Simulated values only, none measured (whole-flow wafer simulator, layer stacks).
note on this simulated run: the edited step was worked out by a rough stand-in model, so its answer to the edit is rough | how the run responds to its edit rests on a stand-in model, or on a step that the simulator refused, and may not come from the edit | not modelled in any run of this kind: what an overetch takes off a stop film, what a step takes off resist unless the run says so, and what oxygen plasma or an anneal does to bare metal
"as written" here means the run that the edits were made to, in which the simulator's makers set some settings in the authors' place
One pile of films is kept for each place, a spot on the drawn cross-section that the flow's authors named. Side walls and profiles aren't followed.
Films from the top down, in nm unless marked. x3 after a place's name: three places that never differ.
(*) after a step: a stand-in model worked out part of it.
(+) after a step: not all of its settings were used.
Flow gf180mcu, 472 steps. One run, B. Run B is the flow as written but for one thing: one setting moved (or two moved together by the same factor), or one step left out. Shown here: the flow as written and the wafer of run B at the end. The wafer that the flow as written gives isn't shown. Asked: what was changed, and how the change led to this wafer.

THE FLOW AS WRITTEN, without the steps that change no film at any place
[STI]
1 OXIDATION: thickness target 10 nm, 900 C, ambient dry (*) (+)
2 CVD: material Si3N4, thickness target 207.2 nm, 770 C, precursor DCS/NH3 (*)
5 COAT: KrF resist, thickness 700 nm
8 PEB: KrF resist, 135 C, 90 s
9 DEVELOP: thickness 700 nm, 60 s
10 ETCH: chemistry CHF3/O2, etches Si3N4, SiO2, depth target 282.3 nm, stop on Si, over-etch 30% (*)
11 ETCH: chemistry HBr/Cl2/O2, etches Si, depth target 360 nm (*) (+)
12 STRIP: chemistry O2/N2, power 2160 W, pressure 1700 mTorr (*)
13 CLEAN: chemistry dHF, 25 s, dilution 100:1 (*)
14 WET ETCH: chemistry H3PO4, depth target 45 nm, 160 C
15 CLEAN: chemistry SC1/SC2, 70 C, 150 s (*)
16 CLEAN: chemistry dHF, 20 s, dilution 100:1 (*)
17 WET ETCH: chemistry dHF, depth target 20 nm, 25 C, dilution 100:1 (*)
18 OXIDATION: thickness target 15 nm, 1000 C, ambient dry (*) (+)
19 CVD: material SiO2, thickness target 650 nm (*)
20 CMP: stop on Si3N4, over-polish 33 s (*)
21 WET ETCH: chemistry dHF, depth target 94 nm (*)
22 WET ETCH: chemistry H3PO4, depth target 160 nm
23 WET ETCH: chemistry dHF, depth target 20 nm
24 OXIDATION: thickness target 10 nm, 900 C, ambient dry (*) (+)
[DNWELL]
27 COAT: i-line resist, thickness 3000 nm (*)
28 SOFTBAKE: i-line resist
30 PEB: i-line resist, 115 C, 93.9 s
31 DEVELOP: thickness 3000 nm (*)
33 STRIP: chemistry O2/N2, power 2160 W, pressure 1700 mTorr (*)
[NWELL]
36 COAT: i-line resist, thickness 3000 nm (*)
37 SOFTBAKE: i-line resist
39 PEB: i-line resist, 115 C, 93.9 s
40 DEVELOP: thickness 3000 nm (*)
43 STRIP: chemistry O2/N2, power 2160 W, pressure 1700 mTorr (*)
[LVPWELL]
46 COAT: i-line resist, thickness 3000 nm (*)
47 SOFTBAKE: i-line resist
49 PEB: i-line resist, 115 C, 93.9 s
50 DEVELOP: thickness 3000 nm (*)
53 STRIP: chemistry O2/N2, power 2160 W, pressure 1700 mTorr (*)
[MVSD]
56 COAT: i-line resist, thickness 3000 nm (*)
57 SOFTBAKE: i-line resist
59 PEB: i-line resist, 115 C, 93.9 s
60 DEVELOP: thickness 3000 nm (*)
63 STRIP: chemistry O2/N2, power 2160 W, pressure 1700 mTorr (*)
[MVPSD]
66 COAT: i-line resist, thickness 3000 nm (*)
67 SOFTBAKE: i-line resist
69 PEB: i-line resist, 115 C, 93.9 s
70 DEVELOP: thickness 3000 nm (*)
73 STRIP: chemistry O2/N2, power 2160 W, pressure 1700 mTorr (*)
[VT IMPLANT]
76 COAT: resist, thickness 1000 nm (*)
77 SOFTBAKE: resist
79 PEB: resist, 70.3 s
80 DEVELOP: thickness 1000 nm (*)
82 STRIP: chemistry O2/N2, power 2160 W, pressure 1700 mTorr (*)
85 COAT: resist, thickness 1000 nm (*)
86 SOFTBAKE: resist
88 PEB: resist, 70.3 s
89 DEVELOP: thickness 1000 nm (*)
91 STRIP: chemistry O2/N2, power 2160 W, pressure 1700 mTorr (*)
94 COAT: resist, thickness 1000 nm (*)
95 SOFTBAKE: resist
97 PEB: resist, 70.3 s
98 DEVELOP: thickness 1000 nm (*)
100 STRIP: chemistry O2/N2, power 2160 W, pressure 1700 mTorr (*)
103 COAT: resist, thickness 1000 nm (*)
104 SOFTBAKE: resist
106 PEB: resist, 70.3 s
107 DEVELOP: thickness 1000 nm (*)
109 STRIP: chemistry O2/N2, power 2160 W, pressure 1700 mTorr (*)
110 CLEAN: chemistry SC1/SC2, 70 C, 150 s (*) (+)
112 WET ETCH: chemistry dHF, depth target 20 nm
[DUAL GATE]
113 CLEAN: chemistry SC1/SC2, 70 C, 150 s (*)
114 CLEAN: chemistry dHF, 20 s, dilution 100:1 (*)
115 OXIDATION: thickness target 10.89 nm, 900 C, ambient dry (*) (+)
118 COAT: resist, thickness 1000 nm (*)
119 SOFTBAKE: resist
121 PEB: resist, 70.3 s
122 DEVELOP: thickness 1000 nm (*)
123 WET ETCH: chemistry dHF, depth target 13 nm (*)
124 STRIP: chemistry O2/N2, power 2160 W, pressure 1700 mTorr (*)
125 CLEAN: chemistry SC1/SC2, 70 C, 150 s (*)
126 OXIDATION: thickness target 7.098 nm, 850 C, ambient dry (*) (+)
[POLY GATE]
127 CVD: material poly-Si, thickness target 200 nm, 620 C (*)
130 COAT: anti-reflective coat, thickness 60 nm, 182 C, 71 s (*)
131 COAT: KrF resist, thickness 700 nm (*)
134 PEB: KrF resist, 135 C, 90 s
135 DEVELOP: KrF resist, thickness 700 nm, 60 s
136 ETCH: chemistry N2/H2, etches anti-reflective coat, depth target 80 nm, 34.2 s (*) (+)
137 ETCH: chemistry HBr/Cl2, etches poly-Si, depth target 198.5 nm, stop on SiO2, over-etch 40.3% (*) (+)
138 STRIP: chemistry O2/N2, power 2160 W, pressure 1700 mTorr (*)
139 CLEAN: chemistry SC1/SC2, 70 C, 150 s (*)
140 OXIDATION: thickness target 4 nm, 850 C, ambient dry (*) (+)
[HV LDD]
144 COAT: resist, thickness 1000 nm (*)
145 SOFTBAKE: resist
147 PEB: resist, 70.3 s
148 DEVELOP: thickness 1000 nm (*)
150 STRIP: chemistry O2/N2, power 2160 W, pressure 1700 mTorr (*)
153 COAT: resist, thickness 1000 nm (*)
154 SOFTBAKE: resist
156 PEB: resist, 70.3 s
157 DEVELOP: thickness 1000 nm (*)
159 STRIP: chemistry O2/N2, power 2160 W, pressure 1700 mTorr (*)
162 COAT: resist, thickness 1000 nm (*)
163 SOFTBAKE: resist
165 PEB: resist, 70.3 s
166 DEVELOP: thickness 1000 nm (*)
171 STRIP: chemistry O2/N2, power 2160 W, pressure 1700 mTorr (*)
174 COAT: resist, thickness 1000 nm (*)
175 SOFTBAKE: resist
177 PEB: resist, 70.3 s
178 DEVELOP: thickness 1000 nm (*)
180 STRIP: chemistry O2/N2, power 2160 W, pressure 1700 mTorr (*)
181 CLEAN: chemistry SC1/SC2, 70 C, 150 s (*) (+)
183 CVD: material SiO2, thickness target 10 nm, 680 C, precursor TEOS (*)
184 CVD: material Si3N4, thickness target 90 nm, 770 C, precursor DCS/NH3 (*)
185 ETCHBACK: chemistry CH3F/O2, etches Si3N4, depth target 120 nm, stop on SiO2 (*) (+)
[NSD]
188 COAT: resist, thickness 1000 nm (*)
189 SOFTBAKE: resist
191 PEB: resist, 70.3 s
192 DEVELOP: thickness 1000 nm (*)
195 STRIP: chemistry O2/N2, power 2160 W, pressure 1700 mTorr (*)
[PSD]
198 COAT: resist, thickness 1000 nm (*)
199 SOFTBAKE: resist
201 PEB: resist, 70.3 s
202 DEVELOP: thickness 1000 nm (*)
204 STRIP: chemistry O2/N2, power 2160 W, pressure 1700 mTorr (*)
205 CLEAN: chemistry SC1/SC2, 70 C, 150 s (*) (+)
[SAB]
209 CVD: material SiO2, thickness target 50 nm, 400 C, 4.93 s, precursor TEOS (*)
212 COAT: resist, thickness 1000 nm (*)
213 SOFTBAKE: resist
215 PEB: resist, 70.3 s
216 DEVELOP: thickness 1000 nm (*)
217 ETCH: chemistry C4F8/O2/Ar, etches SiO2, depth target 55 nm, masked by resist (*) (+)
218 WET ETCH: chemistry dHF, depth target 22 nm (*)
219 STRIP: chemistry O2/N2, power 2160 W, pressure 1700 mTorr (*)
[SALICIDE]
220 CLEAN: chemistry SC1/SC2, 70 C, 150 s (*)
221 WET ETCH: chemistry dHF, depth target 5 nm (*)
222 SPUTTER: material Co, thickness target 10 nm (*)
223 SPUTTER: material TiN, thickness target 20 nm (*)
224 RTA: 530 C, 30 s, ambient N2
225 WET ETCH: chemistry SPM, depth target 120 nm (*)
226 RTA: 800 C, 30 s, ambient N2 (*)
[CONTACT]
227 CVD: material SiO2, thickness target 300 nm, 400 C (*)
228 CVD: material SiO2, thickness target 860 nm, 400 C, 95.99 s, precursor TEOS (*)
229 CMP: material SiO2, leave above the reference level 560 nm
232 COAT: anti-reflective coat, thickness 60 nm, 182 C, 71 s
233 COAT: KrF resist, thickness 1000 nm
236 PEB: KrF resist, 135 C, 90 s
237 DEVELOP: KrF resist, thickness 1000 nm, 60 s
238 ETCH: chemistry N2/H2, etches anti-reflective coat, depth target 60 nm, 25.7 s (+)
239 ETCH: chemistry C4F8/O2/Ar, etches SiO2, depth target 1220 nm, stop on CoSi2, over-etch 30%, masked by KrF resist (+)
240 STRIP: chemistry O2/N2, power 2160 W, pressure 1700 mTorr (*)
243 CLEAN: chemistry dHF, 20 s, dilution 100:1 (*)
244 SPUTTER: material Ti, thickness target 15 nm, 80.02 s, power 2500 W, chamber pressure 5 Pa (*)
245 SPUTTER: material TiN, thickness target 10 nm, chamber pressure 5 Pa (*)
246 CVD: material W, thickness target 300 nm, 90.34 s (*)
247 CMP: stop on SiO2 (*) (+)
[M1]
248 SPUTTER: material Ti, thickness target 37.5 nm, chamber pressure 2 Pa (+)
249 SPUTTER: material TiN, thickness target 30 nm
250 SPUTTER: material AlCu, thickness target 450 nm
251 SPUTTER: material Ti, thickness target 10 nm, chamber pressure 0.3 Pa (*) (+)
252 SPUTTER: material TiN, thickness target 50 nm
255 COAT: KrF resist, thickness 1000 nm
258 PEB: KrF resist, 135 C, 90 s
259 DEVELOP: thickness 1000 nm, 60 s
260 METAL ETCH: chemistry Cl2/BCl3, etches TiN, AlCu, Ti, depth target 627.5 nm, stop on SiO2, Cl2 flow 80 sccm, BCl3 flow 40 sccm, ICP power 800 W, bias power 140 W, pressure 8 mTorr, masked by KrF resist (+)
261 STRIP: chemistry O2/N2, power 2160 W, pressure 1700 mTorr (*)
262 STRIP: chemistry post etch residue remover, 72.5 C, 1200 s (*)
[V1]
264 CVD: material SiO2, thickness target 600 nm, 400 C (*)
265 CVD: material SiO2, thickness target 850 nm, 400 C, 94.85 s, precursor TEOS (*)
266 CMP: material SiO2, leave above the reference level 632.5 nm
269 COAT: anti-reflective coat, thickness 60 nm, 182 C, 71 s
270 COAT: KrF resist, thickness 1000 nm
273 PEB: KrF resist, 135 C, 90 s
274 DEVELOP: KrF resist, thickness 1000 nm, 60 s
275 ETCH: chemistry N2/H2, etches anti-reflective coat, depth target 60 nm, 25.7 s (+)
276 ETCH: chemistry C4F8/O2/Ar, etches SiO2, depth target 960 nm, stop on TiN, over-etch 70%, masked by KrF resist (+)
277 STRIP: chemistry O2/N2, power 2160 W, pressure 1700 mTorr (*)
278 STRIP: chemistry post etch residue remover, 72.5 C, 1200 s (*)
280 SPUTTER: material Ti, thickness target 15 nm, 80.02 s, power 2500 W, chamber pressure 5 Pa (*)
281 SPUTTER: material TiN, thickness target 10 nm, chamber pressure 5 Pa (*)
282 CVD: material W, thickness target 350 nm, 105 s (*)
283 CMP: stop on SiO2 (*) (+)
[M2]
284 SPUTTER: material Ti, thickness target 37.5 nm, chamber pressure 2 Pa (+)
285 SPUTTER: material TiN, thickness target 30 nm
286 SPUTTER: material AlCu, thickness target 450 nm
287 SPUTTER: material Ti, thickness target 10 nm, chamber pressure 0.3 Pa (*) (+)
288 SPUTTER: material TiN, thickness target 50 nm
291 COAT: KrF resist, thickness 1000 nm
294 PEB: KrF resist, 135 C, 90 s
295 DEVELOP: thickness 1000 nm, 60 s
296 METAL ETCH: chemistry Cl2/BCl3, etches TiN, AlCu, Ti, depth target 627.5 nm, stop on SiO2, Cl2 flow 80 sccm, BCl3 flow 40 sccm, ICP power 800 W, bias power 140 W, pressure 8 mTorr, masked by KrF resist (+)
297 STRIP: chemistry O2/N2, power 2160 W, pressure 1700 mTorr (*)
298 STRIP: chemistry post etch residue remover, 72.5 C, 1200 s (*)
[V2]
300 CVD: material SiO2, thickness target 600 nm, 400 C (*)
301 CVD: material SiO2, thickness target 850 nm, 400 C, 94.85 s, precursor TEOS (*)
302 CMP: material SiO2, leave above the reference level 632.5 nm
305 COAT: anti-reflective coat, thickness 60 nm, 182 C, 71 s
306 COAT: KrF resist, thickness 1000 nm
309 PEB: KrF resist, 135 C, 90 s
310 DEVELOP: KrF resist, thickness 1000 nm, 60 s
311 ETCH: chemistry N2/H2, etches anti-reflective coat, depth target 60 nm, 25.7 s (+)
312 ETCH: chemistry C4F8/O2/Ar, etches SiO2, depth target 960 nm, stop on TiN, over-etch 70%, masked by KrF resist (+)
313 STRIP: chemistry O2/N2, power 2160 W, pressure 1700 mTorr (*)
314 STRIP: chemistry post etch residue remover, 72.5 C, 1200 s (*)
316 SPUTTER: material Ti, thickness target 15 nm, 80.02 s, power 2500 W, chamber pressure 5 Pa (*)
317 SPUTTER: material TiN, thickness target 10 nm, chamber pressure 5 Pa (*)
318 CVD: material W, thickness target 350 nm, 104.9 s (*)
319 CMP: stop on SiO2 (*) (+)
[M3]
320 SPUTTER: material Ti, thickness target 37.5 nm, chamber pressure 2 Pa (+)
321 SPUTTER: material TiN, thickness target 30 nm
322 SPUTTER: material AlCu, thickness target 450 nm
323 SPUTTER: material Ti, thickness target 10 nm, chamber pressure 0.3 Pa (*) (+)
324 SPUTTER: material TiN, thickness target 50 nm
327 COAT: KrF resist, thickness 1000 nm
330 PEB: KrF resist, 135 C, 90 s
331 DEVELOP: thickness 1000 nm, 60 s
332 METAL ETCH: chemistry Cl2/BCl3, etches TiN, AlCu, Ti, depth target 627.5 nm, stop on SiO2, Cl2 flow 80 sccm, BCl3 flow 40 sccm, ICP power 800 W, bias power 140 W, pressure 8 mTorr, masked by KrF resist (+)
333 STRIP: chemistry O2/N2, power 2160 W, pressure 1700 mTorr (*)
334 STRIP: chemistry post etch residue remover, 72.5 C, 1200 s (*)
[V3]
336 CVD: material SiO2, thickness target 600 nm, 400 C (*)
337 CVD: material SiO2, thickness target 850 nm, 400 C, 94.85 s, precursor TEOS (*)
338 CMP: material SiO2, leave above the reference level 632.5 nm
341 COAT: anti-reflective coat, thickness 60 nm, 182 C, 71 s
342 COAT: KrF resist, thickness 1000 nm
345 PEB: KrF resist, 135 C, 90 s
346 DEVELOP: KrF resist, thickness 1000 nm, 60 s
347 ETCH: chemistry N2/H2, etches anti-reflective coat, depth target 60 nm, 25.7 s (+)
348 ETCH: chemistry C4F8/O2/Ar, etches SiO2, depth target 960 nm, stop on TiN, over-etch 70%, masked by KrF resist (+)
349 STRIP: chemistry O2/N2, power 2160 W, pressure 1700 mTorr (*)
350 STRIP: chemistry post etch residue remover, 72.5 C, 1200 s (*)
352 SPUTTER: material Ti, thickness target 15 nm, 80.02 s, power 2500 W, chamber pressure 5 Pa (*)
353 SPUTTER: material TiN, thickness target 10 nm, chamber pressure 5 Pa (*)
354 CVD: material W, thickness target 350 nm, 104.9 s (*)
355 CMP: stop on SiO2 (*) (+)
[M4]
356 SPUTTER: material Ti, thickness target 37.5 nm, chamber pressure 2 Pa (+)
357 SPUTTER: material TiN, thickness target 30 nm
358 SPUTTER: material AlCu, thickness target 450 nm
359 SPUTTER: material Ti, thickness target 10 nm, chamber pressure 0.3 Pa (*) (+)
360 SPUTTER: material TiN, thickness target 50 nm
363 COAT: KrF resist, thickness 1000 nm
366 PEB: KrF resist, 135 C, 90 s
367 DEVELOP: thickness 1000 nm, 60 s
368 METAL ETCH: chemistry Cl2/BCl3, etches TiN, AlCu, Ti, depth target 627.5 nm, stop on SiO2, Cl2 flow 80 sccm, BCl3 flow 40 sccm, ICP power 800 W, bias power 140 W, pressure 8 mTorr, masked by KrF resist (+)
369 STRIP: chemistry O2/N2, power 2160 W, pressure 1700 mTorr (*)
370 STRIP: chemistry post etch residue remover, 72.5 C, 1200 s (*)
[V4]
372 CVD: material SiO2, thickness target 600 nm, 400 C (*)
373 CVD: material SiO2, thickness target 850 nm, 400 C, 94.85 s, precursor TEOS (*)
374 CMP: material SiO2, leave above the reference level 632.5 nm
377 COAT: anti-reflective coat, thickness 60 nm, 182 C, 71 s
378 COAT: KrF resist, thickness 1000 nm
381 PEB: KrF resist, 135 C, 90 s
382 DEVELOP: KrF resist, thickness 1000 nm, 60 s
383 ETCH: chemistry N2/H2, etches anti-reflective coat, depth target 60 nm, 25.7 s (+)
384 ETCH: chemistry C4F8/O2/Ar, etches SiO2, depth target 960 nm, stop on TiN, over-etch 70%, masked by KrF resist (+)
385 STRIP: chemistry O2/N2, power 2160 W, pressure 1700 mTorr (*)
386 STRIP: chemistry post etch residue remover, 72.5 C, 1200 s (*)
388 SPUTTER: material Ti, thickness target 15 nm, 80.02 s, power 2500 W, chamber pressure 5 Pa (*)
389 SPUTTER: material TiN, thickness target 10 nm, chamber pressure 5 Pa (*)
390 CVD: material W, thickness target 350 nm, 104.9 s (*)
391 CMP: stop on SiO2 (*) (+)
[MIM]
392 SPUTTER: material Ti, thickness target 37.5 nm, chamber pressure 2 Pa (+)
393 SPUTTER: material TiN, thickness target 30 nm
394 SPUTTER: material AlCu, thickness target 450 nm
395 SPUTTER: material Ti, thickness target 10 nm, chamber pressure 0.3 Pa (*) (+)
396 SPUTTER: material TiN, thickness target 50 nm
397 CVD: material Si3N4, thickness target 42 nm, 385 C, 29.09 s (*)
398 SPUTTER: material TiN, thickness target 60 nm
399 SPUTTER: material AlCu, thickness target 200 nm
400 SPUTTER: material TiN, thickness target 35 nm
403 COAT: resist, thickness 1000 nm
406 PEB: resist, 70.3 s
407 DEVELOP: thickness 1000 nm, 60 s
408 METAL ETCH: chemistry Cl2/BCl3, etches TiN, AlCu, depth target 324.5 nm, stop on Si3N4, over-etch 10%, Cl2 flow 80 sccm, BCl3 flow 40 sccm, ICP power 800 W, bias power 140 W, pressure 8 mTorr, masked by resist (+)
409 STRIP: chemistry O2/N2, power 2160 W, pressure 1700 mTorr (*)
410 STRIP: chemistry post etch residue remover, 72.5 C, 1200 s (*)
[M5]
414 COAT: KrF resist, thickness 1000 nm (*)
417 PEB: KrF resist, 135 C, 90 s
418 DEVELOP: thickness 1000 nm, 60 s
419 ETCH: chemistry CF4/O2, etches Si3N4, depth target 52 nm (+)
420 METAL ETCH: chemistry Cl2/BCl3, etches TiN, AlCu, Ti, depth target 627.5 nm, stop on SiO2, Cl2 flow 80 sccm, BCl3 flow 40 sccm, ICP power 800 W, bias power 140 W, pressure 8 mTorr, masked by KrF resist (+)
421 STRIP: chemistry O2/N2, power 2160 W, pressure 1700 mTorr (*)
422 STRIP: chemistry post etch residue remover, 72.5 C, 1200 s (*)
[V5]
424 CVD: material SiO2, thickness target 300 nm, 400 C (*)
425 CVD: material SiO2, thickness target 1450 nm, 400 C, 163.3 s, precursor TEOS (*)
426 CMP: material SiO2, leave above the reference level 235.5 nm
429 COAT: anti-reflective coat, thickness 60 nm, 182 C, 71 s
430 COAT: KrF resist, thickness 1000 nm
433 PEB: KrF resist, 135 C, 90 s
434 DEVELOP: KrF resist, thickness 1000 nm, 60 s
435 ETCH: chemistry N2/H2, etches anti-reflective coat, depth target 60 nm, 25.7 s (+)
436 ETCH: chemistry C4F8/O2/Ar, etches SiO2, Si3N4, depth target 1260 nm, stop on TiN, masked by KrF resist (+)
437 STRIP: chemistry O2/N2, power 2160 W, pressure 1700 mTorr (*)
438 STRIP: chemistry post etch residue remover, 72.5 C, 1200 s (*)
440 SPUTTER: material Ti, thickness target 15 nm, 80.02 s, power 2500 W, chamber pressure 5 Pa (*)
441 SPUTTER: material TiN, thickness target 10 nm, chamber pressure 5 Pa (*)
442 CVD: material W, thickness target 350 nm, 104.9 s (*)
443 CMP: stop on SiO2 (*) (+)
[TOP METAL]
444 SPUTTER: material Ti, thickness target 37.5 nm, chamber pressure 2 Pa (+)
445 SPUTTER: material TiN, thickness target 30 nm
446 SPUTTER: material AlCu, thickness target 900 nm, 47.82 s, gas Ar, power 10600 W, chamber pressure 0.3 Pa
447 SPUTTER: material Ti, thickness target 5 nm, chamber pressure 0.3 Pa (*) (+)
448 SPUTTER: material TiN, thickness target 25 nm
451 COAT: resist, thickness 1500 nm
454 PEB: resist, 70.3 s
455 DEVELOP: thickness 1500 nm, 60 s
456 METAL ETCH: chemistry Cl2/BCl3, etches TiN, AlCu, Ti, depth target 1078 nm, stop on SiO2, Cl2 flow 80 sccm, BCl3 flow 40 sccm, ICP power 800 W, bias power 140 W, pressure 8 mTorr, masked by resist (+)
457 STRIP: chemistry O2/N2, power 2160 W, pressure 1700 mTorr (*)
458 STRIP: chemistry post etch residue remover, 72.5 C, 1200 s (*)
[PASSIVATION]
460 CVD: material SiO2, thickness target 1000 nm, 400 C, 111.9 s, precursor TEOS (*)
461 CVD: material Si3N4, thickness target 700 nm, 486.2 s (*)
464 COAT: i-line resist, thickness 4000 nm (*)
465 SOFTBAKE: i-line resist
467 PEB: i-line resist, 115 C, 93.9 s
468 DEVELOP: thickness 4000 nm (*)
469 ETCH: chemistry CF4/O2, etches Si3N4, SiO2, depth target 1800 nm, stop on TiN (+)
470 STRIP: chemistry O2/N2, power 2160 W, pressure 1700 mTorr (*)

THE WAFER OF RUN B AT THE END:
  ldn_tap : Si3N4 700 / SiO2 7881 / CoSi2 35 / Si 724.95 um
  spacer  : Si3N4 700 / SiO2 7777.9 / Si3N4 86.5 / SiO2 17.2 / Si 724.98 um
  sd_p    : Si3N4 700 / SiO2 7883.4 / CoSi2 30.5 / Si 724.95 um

The cause: step 209, CVD: thickness target 74.5 nm was run, where the flow has thickness target 50 nm; step 209, CVD: 7.346 s was run, where the flow has 4.93 s.

How the change led to this, step by step:
  209 CVD: material SiO2, thickness target 50 nm, 400 C, 4.93 s, precursor TEOS (*)
      field, field__w7, field__w8 and 73 more: SiO2 +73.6 (as written it would be: SiO2 +50)
      field_sub__w1, field_sub__w3, field_sub__w4, field_sub__w5, ld_drift_n: SiO2 +72 (as written it would be: SiO2 +48.9)
      (and at 28 more places)
  217 ETCH: chemistry C4F8/O2/Ar, etches SiO2, depth target 55 nm, masked by resist (*) (+)
      spacer: SiO2 -55 (as written it would be: SiO2 -50 (all of it), Si3N4 -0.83)
  218 WET ETCH: chemistry dHF, depth target 22 nm (*)
      ldn_tap, ldn_src, ldn_drn, ldp_tap, ldp_src, ldp_drn, ldp_gr: SiO2 -37.6 (as written it would be: SiO2 -16 (all of it))
      ld_drn_n, ld_sd_p: SiO2 -36.3 (as written it would be: SiO2 -14.8 (all of it))
      (and at 91 more places)
  219 STRIP: chemistry O2/N2, power 2160 W, pressure 1700 mTorr (*)
      active_hv, active_nat, ld_sd_n and 11 more: nothing (as written it would be: chemical SiO2 +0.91 (new film), Si -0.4)
  221 WET ETCH: chemistry dHF, depth target 5 nm (*)
      ldn_tap, ldn_src, ldn_drn, ldp_tap, ldp_src, ldp_drn, ldp_gr: SiO2 -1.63 (all of it) (as written it would be: chemical SiO2 -0.76 (all of it))
      active_hv: SiO2 -1.31 (all of it) (as written it would be: chemical SiO2 -0.76 (all of it))
      (and at 6 more places)
  223 SPUTTER: material TiN, thickness target 20 nm (*)
      field__w12: TiN +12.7 (new film) (as written it would be: TiN +12 (new film))
      sd_p: TiN +17.1 (new film) (as written it would be: TiN +17.9 (new film))
      (and at 1 more place)
  224 RTA: 530 C, 30 s, ambient N2
      sd_p: under 1 film: CoSi +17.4 (new film), Co -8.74 (all of it), Si -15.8 (as written it would be: under 1 film: CoSi +18.1 (new film), Co -9.09 (all of it), Si -16.5)
  225 WET ETCH: chemistry SPM, depth target 120 nm (*)
      field__w12: TiN -12.7 (all of it), Co -6.45 (all of it) (as written it would be: TiN -12 (all of it), Co -6.15 (all of it))
      sd_p: TiN -17.1 (all of it) (as written it would be: TiN -17.9 (all of it))
      (and at 1 more place)
  226 RTA: 800 C, 30 s, ambient N2 (*)
      sd_p: CoSi2 +30.5 (new film), CoSi -17.4 (all of it), Si -15.8 (as written it would be: CoSi2 +31.8 (new film), CoSi -18.1 (all of it), Si -16.5)
  229 CMP: material SiO2, leave above the reference level 560 nm
      ldn_sep__w1, ldn_sep__w2, ldn_dft and 8 more: SiO2 -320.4 (as written it would be: SiO2 -311)
      sti, mim_1p0, pad, dice_street, iso_nw_fld, iso_fld_sub: SiO2 -306.2 (as written it would be: SiO2 -296.8)
      (and at 43 more places)
